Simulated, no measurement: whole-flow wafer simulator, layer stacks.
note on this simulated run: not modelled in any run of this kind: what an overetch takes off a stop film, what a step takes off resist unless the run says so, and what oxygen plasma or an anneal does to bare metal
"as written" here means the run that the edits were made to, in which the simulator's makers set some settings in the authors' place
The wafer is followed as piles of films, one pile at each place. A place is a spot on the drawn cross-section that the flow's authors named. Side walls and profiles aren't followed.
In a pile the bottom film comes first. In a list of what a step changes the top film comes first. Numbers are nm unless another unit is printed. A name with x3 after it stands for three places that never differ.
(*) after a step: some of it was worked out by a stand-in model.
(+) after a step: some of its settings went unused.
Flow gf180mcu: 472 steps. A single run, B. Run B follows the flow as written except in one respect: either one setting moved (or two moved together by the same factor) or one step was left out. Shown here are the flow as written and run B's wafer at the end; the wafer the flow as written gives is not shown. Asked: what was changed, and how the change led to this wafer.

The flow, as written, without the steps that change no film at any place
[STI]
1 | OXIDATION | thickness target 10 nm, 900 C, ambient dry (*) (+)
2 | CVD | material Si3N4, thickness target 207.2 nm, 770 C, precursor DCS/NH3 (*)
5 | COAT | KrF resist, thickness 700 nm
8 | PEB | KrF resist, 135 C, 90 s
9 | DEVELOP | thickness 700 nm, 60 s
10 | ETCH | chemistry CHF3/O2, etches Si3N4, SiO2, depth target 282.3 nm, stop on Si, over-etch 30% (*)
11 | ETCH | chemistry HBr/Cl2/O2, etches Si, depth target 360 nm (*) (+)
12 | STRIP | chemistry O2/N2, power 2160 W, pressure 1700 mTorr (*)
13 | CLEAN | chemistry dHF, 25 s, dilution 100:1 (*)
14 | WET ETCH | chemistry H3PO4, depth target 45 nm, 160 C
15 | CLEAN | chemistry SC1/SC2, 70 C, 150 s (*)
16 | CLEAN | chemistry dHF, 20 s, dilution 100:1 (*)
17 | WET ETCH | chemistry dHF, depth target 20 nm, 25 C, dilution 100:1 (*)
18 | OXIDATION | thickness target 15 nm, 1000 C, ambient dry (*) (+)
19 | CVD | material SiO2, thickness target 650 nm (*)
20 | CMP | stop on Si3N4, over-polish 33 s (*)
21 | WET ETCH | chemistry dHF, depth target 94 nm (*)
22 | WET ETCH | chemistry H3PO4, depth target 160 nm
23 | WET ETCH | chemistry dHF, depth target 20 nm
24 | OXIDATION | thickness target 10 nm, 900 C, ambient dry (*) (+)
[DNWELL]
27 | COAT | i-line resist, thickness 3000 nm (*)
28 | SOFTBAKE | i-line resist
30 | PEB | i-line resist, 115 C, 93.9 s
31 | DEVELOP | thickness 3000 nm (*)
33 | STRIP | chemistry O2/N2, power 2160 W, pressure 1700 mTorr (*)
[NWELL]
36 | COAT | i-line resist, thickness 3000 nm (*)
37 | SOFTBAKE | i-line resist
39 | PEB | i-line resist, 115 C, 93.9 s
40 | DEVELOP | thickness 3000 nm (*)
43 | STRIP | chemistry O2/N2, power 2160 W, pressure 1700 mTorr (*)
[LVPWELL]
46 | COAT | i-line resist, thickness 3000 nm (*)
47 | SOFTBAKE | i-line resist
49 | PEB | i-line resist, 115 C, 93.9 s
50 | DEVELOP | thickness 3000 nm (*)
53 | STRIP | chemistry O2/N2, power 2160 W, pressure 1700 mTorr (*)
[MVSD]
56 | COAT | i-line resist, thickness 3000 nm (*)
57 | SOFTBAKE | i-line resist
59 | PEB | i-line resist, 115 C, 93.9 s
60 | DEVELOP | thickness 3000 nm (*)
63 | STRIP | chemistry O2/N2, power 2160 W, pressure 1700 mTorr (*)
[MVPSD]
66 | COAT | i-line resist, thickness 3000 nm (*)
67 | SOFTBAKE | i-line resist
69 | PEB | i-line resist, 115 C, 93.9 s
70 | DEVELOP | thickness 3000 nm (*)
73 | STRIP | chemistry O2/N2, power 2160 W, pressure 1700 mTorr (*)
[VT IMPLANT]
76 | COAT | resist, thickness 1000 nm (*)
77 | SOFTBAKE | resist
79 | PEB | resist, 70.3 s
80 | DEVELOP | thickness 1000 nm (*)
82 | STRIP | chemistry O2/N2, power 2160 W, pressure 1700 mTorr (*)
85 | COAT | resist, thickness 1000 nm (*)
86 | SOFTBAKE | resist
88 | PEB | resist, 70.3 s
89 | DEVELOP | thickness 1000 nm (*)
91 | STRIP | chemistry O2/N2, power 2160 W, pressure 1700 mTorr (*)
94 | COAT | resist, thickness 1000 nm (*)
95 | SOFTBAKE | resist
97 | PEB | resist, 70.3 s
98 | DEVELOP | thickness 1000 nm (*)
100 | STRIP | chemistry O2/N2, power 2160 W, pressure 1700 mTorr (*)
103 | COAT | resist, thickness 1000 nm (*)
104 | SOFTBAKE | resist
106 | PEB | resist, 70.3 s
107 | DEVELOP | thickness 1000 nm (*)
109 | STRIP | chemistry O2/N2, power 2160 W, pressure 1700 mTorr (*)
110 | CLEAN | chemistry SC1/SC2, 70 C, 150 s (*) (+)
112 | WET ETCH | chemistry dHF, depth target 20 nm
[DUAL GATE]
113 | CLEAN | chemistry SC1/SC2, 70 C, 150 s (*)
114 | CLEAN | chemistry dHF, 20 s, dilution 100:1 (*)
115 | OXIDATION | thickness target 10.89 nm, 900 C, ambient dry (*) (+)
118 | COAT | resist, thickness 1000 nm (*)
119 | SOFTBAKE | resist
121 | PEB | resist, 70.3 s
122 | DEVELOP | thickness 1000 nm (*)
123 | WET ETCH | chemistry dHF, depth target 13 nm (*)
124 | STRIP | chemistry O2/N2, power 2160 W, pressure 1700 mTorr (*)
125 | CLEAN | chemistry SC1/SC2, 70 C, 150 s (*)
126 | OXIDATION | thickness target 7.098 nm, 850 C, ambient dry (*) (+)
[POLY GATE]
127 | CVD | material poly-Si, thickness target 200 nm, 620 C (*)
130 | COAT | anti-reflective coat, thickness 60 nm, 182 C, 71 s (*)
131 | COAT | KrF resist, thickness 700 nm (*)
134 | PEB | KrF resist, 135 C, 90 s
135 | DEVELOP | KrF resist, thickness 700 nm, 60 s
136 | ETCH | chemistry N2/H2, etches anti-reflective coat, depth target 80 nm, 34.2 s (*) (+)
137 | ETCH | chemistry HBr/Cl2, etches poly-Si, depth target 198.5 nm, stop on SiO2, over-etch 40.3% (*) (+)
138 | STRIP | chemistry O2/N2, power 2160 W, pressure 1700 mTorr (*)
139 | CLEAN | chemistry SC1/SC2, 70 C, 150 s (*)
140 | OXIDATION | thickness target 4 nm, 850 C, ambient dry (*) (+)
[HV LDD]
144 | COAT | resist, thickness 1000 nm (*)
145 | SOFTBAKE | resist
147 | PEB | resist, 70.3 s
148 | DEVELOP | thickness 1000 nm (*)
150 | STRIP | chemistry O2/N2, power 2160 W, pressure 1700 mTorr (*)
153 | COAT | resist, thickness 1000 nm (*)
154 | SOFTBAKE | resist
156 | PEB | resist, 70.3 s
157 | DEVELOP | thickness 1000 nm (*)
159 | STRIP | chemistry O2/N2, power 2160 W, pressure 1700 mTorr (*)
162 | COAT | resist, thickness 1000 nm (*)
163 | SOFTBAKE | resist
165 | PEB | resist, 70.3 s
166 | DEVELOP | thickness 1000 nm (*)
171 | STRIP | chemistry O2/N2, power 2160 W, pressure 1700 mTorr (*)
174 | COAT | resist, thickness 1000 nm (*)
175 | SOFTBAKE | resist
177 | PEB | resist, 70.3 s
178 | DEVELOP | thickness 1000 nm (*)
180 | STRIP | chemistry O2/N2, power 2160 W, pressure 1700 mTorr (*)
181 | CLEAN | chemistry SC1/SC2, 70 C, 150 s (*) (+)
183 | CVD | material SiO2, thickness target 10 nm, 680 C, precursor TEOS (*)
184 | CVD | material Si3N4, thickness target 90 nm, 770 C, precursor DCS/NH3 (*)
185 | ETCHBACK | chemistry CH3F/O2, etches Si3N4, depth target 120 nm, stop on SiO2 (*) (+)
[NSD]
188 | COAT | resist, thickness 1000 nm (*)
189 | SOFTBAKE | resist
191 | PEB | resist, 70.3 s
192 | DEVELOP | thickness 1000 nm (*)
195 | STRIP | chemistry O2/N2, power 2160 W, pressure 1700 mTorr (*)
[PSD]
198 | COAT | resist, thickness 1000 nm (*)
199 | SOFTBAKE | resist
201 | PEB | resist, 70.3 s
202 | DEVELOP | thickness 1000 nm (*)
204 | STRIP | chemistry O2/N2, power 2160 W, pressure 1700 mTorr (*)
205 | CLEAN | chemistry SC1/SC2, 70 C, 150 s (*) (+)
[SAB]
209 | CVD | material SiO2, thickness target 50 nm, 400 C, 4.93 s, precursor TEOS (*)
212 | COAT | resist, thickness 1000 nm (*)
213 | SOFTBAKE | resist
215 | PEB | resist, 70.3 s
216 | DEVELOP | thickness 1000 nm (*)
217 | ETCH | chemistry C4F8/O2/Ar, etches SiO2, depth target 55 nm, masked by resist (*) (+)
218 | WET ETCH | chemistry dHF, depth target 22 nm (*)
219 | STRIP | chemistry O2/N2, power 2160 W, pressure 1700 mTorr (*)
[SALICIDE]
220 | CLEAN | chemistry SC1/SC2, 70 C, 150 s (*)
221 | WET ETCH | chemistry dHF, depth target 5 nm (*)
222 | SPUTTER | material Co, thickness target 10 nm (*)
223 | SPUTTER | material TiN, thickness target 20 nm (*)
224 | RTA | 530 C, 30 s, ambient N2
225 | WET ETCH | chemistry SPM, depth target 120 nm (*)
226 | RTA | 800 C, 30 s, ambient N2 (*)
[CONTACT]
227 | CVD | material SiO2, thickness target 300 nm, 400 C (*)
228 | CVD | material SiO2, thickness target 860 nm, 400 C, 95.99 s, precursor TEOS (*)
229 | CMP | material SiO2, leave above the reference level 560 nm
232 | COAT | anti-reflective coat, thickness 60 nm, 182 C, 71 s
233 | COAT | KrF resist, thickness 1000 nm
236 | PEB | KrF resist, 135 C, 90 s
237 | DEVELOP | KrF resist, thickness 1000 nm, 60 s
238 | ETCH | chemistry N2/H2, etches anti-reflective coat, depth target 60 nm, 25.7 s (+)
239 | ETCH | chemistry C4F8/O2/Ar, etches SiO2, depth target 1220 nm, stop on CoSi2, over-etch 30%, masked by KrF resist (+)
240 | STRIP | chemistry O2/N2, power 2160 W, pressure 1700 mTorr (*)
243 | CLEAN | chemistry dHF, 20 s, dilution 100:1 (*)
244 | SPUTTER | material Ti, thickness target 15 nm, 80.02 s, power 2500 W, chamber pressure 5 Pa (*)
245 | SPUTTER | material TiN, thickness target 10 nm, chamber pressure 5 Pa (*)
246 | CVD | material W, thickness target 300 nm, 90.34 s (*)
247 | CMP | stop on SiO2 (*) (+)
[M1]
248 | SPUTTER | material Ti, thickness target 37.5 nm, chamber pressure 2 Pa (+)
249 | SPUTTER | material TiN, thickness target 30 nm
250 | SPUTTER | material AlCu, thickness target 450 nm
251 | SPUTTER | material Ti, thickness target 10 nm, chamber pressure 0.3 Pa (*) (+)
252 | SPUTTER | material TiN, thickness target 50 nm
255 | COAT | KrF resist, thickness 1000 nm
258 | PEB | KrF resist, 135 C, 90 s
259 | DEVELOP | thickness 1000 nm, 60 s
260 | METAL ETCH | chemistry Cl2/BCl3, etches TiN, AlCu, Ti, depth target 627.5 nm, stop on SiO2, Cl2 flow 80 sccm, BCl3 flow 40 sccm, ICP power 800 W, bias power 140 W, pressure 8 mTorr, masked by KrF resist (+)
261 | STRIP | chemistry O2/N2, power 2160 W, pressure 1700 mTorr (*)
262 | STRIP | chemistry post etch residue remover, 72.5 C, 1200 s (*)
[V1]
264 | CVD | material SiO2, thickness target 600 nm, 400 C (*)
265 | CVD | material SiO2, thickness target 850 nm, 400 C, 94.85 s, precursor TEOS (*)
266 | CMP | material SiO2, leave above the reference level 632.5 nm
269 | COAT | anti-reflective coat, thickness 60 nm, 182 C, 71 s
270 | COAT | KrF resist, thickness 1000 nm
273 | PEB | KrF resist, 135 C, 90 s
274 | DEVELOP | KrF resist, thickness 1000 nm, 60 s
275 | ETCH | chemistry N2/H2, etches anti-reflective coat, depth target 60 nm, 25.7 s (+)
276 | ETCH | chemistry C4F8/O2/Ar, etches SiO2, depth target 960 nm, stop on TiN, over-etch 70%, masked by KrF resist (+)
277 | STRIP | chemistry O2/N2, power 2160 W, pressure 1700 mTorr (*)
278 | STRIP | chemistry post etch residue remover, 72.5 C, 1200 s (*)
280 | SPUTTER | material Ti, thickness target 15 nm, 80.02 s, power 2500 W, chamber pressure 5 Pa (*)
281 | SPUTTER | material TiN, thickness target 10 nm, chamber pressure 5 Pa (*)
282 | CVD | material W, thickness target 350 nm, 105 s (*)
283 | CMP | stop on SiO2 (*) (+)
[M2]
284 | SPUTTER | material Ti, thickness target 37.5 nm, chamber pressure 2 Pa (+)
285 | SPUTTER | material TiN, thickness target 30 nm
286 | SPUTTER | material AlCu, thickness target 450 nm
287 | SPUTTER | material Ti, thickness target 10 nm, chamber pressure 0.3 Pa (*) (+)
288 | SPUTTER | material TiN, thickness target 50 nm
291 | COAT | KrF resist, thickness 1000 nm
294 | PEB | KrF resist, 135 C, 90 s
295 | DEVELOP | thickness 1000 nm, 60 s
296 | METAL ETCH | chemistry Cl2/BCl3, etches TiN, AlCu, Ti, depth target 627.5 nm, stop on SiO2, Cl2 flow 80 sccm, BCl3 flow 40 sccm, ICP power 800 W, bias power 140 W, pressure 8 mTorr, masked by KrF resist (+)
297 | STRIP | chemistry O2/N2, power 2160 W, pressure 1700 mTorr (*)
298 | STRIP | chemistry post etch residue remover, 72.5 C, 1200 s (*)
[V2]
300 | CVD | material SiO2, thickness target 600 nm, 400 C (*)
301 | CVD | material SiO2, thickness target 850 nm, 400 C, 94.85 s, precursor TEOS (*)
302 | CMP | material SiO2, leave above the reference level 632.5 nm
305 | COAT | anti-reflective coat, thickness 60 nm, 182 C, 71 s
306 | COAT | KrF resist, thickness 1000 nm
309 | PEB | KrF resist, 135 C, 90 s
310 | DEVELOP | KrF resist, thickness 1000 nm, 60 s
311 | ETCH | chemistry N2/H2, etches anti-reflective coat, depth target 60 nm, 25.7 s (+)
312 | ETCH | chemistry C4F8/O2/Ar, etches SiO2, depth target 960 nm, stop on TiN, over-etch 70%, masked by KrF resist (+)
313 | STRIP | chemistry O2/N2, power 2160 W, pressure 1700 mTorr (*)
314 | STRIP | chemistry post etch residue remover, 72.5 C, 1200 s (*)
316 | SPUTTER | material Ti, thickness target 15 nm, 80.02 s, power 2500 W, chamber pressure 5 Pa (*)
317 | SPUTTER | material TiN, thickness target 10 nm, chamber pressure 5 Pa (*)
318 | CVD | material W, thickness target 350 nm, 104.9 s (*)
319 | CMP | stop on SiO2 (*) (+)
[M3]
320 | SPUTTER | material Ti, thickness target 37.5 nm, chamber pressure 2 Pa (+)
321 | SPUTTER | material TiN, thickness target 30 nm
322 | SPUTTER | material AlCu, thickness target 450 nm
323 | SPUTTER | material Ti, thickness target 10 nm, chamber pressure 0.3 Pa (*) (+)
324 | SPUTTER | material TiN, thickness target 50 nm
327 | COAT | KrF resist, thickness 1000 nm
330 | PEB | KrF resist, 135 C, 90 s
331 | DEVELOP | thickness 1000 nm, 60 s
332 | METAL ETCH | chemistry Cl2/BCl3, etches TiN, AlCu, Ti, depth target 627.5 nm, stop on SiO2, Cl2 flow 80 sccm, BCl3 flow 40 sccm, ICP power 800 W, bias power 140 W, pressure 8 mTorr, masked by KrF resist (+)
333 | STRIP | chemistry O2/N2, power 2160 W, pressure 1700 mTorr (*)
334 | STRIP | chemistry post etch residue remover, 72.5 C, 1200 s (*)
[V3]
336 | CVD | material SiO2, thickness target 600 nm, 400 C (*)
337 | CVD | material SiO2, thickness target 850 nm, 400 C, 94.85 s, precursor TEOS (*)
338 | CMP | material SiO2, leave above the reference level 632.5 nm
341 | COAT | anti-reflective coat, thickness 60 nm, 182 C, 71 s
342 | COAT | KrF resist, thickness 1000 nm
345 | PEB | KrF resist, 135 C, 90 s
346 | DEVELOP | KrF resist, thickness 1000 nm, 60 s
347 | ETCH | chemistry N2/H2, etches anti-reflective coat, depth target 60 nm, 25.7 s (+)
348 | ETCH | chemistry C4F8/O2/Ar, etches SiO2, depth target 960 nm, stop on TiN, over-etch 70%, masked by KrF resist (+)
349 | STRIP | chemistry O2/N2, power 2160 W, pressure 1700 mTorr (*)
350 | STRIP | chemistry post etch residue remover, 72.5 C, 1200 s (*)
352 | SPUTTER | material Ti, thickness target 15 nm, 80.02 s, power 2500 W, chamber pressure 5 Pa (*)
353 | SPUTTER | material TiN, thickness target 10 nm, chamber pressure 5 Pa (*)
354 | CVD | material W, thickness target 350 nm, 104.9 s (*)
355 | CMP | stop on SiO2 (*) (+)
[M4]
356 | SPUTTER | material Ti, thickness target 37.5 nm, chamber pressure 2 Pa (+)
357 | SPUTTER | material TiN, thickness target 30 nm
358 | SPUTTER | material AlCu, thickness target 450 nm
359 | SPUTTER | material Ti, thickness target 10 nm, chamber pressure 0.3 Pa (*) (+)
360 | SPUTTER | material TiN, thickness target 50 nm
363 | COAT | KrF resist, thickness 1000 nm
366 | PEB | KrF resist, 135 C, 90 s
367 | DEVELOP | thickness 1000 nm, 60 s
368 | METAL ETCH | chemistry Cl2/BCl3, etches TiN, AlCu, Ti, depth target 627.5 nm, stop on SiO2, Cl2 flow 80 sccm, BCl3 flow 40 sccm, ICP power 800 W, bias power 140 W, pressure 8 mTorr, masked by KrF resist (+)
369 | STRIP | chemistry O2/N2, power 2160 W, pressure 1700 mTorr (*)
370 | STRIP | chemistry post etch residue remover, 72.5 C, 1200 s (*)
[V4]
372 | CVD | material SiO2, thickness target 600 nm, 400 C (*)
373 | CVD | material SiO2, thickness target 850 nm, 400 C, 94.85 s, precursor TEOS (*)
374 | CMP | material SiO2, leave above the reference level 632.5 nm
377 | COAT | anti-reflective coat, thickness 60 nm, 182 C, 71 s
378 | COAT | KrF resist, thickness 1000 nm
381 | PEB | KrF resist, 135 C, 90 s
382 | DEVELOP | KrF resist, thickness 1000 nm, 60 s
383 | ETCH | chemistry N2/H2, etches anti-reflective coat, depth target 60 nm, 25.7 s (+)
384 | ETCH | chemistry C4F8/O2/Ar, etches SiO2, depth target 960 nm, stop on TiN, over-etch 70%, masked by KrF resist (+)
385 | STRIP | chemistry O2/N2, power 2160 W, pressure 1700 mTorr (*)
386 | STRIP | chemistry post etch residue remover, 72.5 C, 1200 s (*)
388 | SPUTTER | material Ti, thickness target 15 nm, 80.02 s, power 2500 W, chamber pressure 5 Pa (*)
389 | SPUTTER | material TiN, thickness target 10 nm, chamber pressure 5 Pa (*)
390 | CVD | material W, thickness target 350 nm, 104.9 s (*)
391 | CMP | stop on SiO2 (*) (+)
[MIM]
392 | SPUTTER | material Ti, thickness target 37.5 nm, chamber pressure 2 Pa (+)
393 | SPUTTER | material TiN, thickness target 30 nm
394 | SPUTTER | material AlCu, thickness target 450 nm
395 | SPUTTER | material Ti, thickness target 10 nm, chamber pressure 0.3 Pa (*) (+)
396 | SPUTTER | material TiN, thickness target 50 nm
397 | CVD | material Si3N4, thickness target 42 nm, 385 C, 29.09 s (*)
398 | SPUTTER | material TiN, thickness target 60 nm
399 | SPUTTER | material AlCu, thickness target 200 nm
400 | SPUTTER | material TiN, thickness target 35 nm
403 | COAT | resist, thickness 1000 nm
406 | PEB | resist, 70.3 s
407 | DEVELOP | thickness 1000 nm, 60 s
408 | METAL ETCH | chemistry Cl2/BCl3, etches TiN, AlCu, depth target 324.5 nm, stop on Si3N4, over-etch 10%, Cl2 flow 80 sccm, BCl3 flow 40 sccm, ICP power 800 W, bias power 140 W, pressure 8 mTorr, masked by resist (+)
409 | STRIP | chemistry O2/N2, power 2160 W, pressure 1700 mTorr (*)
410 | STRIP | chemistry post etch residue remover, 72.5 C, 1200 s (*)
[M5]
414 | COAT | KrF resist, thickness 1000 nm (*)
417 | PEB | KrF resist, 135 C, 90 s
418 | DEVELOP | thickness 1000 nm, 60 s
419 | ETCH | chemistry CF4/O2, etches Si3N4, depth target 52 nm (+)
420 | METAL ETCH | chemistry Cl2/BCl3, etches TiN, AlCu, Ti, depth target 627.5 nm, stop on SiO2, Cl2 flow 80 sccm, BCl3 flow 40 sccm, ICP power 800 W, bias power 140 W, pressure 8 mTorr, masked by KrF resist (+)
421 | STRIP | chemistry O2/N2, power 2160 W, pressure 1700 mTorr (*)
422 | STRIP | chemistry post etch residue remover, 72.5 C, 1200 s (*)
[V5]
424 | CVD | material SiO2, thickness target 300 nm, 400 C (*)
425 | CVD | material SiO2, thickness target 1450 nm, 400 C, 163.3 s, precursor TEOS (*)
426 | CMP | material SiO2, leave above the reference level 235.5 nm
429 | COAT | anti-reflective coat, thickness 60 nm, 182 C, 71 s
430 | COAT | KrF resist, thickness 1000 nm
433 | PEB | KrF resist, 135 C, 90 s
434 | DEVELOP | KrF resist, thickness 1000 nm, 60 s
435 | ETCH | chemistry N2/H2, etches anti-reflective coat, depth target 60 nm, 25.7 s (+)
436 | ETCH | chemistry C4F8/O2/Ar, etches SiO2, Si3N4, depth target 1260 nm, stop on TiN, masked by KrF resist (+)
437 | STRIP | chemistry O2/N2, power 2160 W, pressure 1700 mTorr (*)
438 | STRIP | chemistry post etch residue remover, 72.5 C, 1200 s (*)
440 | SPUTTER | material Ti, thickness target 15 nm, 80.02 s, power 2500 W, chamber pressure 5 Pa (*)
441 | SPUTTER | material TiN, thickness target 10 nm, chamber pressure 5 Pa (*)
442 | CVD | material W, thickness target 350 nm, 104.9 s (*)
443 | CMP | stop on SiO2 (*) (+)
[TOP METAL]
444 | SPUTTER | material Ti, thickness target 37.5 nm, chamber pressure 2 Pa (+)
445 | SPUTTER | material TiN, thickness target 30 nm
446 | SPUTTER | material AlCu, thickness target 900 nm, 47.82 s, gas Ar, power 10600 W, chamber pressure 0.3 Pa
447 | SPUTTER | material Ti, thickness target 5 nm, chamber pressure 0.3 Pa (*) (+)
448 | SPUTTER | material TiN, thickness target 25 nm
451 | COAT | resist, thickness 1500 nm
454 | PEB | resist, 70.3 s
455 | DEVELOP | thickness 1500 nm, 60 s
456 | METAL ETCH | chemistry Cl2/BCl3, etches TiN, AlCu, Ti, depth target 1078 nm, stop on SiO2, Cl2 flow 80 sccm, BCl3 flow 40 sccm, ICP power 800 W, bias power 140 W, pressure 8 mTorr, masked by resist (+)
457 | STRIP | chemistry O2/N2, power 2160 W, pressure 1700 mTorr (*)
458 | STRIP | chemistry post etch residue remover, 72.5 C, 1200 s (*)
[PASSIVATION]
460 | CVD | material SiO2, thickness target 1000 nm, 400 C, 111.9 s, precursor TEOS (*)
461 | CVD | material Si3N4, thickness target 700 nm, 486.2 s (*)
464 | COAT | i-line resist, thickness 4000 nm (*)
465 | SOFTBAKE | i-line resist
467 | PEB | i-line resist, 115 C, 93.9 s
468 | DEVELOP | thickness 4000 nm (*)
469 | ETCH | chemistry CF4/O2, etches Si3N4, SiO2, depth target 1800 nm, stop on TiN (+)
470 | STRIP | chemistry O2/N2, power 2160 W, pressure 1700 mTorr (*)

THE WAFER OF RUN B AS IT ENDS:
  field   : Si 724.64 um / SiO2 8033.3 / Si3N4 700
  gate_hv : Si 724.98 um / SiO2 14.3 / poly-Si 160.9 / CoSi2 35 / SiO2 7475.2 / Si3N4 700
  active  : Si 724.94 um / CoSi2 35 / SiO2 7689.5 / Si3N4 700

The reason: step 394, SPUTTER: thickness target 256 nm was run, though the flow has thickness target 450 nm.

How this came from the change, step by step:
  394 | SPUTTER | material AlCu, thickness target 450 nm
      field, field__w1, field__w2 and 108 more: +256 AlCu (new film) (as written it would have been: +450 AlCu (new film))
  420 | METAL ETCH | chemistry Cl2/BCl3, etches TiN, AlCu, Ti, depth target 627.5 nm, stop on SiO2, Cl2 flow 80 sccm, BCl3 flow 40 sccm, ICP power 800 W, bias power 140 W, pressure 8 mTorr, masked by KrF resist (+)
      field, field__w1, field__w2 and 101 more: -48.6 TiN (all of it), -10 Ti (all of it), -256 AlCu (all of it), -30 TiN (all of it), -37.5 Ti (all of it) (as written it would have been: -48.6 TiN (all of it), -10 Ti (all of it), -450 AlCu (all of it), -30 TiN (all of it), -37.5 Ti (all of it))
      field__w4, field__w8, contact, m1, m1__w1, mim, mim_1p0, m1_nw: -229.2 KrF resist (as written it would have been: -251 KrF resist)
  421 | STRIP | chemistry O2/N2, power 2160 W, pressure 1700 mTorr (*)
      field__w8, m1__w1: -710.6 KrF resist (all of it) (as written it would have been: -688.9 KrF resist (all of it))
      contact, m1: -711.1 KrF resist (all of it) (as written it would have been: -689.3 KrF resist (all of it))
      (as well as at 4 more places)
  426 | CMP | material SiO2, leave above the reference level 235.5 nm
      field, field__w1, field__w5 and 92 more: -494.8 SiO2 (as written it would have been: -300.8 SiO2)
      field__w2, field__w3, field__w12 and 6 more: -475.5 SiO2 (as written it would have been: -272.7 SiO2)
